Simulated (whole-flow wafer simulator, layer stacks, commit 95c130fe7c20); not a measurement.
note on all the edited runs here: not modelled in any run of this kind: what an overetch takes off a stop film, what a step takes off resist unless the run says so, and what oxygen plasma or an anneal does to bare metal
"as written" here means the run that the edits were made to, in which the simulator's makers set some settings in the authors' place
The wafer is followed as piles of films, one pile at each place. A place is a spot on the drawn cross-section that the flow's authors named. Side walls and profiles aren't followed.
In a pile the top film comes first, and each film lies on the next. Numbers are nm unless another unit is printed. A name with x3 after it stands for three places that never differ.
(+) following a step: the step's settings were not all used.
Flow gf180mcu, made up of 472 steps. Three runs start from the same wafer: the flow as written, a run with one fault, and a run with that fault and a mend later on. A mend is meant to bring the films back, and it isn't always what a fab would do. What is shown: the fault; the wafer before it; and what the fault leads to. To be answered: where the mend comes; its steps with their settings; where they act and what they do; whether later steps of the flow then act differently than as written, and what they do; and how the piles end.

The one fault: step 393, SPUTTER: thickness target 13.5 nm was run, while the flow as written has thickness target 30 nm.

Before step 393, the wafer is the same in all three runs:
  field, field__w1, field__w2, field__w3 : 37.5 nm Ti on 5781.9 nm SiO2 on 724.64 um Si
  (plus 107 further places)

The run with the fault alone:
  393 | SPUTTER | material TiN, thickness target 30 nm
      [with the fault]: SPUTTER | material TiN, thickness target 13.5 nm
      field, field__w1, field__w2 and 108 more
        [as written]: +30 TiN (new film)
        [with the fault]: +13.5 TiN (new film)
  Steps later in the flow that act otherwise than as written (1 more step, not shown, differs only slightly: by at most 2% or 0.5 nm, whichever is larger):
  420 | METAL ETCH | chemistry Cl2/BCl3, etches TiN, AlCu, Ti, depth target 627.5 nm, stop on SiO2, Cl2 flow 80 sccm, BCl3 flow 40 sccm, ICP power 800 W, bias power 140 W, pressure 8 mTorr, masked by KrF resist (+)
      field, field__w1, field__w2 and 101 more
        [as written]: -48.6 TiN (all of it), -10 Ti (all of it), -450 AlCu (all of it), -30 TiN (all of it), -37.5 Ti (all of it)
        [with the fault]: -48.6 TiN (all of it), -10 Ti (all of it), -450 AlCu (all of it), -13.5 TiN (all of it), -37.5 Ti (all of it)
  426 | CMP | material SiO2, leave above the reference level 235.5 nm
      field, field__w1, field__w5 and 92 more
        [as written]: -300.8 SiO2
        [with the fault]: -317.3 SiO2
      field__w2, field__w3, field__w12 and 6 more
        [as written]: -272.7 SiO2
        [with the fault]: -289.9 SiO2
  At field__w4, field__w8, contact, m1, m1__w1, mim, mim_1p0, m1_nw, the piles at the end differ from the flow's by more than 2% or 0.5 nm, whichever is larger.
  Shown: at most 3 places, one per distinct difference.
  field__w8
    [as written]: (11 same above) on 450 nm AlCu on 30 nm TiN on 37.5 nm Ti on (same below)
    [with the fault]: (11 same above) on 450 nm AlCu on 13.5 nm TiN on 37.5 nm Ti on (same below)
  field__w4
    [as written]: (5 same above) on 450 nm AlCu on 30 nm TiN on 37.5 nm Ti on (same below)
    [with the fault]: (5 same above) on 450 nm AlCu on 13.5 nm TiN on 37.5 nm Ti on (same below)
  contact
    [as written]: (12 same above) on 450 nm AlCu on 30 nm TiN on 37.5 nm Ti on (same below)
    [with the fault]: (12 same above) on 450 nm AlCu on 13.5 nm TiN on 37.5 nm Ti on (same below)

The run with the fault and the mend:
  The mend follows step 393.
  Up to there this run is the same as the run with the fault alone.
  393a | SPUTTER | material TiN, thickness target 16.5 nm (the flow's step 393 again, with other settings)
      field, field__w1, field__w2 and 108 more
        +16.5 TiN
  None of the later steps of the flow acts differently than as written at any place that is followed.
  By the end, the piles equal the flow's at every place that both follow.
